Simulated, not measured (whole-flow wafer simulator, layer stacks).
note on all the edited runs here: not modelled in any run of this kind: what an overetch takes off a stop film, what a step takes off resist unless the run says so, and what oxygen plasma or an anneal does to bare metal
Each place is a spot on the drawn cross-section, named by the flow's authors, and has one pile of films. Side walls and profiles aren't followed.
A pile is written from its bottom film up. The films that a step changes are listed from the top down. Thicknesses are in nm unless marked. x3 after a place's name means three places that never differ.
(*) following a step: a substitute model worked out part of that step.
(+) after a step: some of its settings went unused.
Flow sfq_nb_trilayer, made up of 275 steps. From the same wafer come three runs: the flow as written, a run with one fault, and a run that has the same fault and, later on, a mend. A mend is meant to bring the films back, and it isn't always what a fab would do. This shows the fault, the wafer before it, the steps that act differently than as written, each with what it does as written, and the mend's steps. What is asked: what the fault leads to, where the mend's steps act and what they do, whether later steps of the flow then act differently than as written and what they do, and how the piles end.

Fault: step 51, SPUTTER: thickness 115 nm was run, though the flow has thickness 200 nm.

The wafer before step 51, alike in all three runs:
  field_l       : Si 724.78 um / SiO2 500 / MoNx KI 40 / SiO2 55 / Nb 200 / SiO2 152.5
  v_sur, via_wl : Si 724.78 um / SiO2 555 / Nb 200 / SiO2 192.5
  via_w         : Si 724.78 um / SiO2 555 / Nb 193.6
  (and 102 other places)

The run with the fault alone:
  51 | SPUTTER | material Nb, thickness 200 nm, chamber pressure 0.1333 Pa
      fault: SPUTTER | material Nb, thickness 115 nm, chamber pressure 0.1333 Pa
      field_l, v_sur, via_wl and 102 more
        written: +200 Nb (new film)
        fault: +115 Nb (new film)
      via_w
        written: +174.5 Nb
        fault: +101.2 Nb
  Steps later in the flow that act otherwise than as written (not shown: 3 more steps that differ only slightly, by at most 2% or 0.5 nm, whichever is larger):
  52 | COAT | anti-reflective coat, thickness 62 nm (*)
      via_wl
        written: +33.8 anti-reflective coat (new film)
        fault: +33.1 anti-reflective coat (new film)
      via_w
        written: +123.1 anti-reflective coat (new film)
        fault: +119.3 anti-reflective coat (new film)
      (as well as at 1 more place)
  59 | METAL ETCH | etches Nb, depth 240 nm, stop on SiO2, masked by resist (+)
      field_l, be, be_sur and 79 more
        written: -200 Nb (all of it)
        fault: -115 Nb (all of it)
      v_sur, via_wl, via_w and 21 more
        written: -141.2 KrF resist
        fault: -101.5 KrF resist
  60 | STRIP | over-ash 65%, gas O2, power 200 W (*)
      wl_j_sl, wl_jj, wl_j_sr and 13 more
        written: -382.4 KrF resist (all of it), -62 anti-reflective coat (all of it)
        fault: -422.1 KrF resist (all of it), -62 anti-reflective coat (all of it)
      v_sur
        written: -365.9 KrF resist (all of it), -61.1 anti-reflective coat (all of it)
        fault: -406.2 KrF resist (all of it), -60.9 anti-reflective coat (all of it)
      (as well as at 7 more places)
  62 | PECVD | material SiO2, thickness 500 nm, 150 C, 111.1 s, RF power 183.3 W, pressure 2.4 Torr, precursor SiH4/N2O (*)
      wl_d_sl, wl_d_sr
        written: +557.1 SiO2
        fault: +500 SiO2
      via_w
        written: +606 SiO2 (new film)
        fault: +585.1 SiO2 (new film)
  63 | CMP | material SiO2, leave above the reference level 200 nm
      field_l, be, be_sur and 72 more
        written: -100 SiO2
        fault: -185 SiO2
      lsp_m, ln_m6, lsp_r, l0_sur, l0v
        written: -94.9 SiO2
        fault: -185 SiO2
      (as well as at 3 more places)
  The piles end different from the flow's at field_l, v_sur, via_wl and 103 more by more than 2% or 0.5 nm, whichever is larger.
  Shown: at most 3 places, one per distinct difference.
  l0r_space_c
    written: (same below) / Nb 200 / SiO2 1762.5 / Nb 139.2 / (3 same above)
    fault: (same below) / Nb 200 / SiO2 1677.5 / Nb 139.2 / (3 same above)
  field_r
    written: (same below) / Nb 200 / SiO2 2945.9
    fault: (same below) / Nb 200 / SiO2 2860.9
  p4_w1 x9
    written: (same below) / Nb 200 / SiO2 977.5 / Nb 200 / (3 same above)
    fault: (same below) / Nb 200 / SiO2 892.5 / Nb 200 / (3 same above)

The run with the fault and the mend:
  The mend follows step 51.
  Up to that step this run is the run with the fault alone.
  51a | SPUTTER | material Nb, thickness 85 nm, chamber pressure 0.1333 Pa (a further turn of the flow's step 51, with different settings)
      field_l, v_sur, via_wl and 102 more
        +85 Nb
      via_w
        +69.1 Nb
  None of the later steps of the flow differs from how it acts as written, at any place that is followed, by more than 2% or 0.5 nm, whichever is larger.
  When the end is reached, the piles differ only a little from the flow's at the places that both follow, at most by 2% or 0.5 nm, whichever is larger.
